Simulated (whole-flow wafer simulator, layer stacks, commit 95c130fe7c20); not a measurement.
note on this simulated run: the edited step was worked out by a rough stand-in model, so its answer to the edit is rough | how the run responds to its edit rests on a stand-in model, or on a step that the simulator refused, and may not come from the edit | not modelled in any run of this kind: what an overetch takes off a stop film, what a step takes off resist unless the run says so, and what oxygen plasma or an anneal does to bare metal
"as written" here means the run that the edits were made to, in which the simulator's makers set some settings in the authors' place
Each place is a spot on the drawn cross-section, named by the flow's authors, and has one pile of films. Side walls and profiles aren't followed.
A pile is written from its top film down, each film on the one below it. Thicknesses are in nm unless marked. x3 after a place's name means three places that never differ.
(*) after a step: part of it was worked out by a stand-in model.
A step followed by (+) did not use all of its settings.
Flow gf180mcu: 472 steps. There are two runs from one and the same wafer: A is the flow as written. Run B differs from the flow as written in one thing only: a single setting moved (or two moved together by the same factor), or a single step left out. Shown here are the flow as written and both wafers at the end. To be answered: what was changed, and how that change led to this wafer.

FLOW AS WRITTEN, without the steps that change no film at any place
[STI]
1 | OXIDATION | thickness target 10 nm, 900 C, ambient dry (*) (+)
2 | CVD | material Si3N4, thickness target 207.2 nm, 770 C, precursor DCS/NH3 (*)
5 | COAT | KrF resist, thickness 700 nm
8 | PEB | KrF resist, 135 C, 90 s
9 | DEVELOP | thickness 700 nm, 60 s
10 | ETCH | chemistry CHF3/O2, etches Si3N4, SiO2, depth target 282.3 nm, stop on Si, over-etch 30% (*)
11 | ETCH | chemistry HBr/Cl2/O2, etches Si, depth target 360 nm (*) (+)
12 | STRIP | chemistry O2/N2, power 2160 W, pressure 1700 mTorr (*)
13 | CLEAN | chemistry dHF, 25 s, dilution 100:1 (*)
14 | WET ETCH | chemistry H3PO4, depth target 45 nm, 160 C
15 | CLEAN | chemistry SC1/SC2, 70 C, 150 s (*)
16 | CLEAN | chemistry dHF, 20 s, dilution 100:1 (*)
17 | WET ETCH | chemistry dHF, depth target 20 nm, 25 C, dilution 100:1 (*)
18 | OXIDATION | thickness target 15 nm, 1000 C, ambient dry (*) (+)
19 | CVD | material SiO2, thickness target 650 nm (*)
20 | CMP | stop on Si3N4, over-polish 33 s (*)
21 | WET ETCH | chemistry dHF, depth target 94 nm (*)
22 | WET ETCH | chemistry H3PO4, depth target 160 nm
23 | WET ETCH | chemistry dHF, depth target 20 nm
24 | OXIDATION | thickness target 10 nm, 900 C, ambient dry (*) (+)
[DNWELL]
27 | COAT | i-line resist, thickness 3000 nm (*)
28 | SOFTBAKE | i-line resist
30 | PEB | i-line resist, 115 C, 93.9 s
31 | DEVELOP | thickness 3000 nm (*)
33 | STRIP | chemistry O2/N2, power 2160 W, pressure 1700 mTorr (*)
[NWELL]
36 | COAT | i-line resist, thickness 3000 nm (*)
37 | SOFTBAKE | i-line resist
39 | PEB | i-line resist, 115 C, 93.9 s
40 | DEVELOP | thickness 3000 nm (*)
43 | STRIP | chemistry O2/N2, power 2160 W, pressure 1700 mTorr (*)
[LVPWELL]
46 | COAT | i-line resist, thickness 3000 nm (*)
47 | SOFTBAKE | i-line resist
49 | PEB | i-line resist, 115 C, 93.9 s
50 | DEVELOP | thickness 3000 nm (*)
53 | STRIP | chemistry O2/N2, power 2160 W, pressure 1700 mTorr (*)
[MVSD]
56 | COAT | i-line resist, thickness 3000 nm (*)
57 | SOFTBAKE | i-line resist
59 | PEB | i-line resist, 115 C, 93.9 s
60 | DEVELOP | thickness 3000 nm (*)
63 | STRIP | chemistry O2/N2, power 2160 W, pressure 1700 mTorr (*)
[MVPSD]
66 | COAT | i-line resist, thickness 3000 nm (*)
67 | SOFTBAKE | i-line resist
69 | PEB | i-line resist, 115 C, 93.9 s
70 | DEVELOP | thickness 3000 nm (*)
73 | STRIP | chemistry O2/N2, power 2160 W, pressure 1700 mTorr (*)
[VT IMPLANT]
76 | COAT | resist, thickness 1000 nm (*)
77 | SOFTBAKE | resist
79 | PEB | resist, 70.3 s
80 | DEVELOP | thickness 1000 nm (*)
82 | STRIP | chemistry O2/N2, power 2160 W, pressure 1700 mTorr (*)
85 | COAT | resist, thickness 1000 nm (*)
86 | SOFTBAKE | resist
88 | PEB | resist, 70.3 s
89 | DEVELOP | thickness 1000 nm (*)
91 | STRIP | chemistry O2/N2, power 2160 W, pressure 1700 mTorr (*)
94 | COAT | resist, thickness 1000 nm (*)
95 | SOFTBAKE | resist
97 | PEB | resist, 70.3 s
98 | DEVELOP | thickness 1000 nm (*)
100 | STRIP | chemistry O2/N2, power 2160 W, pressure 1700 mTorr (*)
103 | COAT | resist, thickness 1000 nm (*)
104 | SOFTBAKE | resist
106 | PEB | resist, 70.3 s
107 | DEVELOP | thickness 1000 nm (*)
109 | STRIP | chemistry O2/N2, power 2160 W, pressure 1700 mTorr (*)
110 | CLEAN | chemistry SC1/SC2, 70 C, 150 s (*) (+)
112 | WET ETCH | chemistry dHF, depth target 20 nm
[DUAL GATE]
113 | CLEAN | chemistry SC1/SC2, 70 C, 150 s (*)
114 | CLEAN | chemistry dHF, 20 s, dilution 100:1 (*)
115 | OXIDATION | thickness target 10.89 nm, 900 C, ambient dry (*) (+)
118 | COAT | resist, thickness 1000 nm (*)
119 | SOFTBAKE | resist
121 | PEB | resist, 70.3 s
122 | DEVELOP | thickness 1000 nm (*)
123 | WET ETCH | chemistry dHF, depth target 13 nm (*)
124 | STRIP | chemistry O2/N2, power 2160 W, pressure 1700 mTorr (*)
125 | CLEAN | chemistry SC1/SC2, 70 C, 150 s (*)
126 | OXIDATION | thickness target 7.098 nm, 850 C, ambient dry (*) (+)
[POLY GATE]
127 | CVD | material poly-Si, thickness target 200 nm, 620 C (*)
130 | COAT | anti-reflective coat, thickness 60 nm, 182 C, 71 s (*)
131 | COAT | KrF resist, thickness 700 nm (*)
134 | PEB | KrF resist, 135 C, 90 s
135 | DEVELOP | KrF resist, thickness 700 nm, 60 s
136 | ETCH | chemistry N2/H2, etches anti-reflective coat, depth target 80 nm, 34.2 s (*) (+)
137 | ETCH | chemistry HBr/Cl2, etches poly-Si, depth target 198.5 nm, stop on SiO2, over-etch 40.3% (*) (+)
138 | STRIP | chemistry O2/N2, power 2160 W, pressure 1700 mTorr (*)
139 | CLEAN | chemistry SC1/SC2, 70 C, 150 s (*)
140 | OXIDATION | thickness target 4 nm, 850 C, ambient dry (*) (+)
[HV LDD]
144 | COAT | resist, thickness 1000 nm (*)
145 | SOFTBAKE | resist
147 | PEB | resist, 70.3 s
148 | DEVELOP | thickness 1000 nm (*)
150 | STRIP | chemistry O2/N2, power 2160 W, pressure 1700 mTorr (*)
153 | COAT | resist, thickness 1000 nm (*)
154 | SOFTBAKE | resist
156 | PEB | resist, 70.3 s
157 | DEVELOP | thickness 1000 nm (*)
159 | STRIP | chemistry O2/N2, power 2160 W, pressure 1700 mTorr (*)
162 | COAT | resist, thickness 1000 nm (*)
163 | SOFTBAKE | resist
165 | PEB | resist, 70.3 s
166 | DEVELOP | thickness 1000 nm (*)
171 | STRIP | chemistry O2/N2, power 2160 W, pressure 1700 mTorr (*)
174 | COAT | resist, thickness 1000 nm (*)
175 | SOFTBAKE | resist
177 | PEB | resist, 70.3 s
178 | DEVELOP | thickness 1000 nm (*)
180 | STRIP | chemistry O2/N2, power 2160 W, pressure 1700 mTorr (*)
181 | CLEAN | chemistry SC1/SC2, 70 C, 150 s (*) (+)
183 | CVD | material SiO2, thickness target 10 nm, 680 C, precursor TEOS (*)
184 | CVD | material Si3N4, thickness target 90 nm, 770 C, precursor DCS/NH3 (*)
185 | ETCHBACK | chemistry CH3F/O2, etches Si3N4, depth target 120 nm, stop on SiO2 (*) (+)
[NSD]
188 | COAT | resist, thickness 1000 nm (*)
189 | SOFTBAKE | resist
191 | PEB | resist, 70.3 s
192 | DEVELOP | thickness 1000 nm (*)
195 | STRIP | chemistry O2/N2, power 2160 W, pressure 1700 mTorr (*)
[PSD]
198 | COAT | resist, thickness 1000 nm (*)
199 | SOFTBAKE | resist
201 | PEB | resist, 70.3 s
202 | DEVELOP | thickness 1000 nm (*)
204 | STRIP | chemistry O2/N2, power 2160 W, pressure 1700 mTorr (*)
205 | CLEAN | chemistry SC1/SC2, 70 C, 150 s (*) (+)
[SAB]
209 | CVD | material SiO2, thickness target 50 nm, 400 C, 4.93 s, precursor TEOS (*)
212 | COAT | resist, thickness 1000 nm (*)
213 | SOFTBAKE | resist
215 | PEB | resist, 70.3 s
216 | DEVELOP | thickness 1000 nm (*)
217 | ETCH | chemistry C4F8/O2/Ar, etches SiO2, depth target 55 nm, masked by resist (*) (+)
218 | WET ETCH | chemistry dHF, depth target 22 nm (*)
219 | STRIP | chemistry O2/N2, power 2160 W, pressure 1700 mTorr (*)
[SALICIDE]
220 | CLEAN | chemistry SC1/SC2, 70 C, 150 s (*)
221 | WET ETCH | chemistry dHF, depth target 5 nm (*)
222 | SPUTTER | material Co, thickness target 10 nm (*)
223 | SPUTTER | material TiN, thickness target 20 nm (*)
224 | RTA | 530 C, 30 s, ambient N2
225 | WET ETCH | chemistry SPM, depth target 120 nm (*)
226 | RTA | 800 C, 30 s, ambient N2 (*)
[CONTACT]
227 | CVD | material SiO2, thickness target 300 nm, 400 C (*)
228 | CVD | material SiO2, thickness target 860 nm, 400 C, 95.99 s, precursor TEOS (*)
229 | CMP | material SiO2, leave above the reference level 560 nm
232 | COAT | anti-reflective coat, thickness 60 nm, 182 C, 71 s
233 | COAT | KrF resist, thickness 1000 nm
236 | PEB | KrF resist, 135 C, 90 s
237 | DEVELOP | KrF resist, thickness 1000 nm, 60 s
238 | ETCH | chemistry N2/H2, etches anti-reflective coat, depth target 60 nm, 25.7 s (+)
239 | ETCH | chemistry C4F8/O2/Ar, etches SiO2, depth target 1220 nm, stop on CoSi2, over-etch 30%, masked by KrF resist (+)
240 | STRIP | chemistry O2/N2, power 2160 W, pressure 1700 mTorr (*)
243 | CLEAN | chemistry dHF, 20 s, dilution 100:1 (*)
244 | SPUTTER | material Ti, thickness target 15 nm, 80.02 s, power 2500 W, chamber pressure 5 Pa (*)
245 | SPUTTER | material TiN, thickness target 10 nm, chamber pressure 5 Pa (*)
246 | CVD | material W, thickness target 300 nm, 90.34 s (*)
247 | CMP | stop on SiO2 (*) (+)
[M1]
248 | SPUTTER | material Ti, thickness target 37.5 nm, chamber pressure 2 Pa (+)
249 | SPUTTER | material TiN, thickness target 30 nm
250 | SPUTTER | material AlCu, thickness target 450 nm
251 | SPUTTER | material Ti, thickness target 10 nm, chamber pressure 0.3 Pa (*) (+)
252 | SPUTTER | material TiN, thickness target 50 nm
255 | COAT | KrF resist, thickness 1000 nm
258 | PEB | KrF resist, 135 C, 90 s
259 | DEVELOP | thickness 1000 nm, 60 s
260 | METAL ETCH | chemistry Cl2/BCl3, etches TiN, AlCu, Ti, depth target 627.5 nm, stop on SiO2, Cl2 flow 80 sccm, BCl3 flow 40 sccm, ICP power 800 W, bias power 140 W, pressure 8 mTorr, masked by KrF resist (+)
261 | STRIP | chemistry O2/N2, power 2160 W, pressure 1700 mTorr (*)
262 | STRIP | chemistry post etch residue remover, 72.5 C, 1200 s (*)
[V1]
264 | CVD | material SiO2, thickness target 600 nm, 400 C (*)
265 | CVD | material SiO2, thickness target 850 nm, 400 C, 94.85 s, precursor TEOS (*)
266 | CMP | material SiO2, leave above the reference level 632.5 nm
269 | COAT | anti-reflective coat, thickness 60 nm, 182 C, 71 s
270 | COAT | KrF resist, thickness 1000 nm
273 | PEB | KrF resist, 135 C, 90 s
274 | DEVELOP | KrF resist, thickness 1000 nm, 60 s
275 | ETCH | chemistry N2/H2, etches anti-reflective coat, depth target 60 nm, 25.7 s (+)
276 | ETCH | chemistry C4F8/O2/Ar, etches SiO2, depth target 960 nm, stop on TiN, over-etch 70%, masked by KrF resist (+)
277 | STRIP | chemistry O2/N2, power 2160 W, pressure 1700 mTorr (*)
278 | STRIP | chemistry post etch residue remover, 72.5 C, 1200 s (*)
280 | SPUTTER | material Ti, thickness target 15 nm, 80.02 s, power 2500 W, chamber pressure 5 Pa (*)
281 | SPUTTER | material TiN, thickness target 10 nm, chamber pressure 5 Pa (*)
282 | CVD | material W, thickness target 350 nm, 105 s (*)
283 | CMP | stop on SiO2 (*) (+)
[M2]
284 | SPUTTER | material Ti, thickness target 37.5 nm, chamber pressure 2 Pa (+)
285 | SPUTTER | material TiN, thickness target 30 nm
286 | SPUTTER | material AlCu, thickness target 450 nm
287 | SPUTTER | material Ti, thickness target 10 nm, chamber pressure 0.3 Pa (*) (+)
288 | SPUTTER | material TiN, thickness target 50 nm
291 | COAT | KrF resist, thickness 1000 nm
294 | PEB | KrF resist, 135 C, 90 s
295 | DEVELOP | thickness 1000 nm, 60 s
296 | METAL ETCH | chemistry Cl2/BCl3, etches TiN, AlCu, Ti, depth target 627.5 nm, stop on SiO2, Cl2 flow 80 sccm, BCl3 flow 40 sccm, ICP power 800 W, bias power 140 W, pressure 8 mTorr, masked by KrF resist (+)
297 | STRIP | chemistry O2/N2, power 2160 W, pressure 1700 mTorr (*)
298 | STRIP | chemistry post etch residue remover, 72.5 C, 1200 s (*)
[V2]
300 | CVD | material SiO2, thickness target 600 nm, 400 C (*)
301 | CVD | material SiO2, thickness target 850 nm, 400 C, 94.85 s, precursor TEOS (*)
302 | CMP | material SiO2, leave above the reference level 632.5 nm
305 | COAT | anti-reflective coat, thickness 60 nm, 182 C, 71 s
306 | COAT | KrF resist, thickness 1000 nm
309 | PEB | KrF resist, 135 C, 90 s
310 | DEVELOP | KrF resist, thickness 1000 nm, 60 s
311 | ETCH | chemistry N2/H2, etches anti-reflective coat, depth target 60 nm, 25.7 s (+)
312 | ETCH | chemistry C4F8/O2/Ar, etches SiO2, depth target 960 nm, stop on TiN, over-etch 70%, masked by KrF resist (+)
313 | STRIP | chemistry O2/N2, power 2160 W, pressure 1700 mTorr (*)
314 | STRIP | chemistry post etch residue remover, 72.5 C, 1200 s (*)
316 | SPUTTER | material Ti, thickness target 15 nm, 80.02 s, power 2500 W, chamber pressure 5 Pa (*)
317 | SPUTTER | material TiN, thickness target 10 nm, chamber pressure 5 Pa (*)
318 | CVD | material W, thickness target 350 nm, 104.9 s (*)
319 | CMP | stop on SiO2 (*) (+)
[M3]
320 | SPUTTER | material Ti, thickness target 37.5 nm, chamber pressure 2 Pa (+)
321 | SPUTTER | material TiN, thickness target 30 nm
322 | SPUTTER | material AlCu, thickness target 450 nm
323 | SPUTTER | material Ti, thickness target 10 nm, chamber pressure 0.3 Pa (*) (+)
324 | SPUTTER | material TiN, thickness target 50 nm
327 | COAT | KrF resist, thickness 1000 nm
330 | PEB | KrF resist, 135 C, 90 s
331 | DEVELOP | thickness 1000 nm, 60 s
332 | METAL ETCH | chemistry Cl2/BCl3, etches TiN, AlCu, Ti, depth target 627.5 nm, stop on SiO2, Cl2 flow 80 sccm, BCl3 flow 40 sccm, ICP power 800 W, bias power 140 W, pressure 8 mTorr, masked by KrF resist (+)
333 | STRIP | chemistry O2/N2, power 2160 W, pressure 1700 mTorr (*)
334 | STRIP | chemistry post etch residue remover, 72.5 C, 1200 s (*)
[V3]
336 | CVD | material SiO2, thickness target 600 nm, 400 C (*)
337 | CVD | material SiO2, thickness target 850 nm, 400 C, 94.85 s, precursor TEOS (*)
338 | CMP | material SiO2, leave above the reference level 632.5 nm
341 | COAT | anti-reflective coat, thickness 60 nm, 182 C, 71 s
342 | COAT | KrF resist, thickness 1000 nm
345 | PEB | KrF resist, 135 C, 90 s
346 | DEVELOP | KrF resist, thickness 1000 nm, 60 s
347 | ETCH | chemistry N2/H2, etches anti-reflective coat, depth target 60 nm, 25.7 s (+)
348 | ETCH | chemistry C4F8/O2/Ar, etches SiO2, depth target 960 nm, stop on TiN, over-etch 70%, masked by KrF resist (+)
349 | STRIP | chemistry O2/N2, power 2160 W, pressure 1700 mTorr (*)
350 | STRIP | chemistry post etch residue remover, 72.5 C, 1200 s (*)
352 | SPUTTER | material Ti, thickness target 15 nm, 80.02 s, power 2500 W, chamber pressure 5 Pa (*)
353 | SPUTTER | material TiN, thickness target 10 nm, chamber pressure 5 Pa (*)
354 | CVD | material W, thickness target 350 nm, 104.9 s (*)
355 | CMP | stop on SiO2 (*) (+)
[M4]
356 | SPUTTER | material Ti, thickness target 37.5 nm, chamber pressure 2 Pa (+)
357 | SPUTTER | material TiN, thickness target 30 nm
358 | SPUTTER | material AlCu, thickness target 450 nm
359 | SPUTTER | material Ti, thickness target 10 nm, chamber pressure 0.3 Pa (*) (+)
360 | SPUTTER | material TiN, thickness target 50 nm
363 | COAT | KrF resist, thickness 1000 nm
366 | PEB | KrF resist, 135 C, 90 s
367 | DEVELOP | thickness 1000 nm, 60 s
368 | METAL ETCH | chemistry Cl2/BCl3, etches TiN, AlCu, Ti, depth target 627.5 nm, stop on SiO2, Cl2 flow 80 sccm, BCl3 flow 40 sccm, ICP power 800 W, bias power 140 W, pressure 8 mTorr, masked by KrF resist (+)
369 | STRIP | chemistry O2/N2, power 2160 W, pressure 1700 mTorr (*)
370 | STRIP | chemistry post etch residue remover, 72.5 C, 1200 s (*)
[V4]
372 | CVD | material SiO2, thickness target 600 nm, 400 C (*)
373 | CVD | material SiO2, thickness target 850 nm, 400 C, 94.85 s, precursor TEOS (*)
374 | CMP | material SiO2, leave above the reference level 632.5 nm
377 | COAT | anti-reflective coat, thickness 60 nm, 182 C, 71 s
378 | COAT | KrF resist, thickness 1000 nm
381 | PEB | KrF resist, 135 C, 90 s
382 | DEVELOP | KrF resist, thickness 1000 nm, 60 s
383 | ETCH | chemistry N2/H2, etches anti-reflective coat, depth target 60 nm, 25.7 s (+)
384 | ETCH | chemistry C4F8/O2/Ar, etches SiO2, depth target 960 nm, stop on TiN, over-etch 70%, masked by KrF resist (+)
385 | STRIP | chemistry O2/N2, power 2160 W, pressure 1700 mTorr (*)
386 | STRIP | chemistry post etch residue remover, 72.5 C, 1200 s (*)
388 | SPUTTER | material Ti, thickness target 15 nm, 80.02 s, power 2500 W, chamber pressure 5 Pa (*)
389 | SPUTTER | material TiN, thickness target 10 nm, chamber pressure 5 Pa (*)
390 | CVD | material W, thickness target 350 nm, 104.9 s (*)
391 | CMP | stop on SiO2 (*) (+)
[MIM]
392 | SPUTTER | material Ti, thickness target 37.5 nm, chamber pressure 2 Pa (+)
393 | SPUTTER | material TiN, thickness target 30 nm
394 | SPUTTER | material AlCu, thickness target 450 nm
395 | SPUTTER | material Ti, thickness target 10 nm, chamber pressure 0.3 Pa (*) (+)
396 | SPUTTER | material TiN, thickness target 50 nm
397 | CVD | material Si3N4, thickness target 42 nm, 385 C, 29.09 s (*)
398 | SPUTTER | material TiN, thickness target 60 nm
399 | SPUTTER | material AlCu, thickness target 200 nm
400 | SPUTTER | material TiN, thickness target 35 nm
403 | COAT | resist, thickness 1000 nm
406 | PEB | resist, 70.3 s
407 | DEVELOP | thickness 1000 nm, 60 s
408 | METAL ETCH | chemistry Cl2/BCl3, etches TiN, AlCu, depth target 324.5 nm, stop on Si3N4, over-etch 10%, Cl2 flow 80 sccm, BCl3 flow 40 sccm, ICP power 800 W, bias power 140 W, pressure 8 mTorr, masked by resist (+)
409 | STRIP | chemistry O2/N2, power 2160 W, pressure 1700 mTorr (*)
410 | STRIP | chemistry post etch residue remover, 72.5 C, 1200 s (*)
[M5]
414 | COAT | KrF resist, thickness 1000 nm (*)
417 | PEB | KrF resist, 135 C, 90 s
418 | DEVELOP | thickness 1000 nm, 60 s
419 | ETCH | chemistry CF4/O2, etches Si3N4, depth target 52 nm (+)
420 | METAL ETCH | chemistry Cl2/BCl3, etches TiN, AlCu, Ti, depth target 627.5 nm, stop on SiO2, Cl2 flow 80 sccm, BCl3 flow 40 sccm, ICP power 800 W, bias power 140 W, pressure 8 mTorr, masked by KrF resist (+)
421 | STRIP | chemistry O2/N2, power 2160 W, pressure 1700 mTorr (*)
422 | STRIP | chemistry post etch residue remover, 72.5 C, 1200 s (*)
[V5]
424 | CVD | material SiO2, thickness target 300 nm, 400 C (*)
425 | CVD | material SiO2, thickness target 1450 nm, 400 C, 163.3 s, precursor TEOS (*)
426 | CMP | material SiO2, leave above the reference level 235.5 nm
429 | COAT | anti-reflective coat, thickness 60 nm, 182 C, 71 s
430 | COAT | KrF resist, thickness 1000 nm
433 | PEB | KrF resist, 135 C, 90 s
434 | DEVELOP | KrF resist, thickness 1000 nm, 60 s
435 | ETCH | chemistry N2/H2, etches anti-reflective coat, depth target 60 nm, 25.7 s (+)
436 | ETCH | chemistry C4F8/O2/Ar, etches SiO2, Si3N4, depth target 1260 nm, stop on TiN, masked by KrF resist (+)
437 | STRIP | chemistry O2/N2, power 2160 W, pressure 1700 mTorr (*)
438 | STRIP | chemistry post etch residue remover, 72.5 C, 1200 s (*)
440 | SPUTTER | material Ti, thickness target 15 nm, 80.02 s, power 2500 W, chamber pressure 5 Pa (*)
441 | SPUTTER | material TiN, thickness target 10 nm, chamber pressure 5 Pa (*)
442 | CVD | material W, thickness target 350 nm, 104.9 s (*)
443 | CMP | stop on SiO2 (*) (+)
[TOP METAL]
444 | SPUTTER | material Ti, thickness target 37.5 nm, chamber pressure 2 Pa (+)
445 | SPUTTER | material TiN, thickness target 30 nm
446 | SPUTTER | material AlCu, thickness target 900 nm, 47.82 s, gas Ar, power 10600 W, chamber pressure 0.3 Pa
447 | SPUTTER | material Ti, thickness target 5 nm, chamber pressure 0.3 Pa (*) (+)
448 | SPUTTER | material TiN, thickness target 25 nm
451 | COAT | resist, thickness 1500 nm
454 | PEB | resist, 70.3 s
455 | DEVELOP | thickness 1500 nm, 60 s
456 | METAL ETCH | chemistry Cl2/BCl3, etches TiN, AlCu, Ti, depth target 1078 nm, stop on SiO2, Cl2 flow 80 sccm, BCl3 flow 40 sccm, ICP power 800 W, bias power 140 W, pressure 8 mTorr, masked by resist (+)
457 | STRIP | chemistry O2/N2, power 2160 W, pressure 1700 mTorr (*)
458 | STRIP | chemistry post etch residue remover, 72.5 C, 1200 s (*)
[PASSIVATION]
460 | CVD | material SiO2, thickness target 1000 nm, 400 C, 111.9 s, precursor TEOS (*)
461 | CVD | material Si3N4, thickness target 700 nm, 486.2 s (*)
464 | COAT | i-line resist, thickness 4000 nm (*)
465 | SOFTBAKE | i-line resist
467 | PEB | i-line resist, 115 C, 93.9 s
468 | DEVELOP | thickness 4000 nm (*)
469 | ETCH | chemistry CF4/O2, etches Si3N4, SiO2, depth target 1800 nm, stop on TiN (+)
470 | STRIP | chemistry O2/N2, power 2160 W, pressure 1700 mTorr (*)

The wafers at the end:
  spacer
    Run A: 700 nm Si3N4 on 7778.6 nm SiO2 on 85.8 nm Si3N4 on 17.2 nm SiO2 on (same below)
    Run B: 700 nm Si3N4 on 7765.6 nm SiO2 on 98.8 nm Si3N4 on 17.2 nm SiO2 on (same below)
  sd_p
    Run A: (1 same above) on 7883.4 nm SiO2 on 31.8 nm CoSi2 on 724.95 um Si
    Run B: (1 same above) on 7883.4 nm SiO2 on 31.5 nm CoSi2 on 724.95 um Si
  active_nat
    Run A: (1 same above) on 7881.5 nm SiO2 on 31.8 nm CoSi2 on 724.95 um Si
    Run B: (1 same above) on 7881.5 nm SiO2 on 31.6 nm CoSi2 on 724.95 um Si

Cause: step 184, CVD: thickness target 103 nm was run, while the flow as written has thickness target 90 nm.

How this came from the change, step by step:
  184 | CVD | material Si3N4, thickness target 90 nm, 770 C, precursor DCS/NH3 (*)
      field, field__w1, field__w2 and 101 more: A +90 Si3N4 (new film) | B +103 Si3N4 (new film)
  185 | ETCHBACK | chemistry CH3F/O2, etches Si3N4, depth target 120 nm, stop on SiO2 (*) (+)
      field, field__w1, field__w2 and 100 more: A -90 Si3N4 (all of it), -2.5 SiO2 | B -103 Si3N4 (all of it), -1.42 SiO2
  189 | SOFTBAKE | resist
      field__w9: A +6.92 resist | B -3.04 resist
      nw_enc_fld_lv__w3: A +2.11 resist | B -1.73 resist
  199 | SOFTBAKE | resist
      field__w9: A +6.92 resist | B -3.04 resist
      nw_enc_fld_lv__w3: A +2.11 resist | B -1.73 resist
  209 | CVD | material SiO2, thickness target 50 nm, 400 C, 4.93 s, precursor TEOS (*)
      ld_drift_p: A +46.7 SiO2 | B +45.5 SiO2
      ld_drn_p: A +46 SiO2 | B +44.8 SiO2
  218 | WET ETCH | chemistry dHF, depth target 22 nm (*)
      gate, gate_hv, gate_p and 23 more: A -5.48 SiO2 (all of it) | B -6.56 SiO2 (all of it)
      active, p_well, sd_n, iso_ptap_pw, iso_ntap_nw, iso_ptap_sub, vpnp_e: A -9.01 SiO2 (all of it) | B -10.1 SiO2 (all of it)
      (as well as at 15 more places)
  223 | SPUTTER | material TiN, thickness target 20 nm (*)
      field__w2: A +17 TiN (new film) | B +16.4 TiN (new film)
      field__w3: A +15.7 TiN (new film) | B +15.1 TiN (new film)
      (as well as at 1 more place)
  225 | WET ETCH | chemistry SPM, depth target 120 nm (*)
      field__w2: A -17 TiN (all of it), -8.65 Co (all of it) | B -16.4 TiN (all of it), -8.39 Co (all of it)
      field__w3: A -15.7 TiN (all of it), -8.06 Co (all of it) | B -15.1 TiN (all of it), -7.74 Co (all of it)
      (as well as at 1 more place)
  226 | RTA | 800 C, 30 s, ambient N2 (*)
      ld_drn_p: A +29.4 CoSi2 (new film), -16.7 CoSi (all of it), -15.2 Si | B +28.5 CoSi2 (new film), -16.2 CoSi (all of it), -14.8 Si
  229 | CMP | material SiO2, leave above the reference level 560 nm
      spacer: A -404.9 SiO2 | B -417.9 SiO2
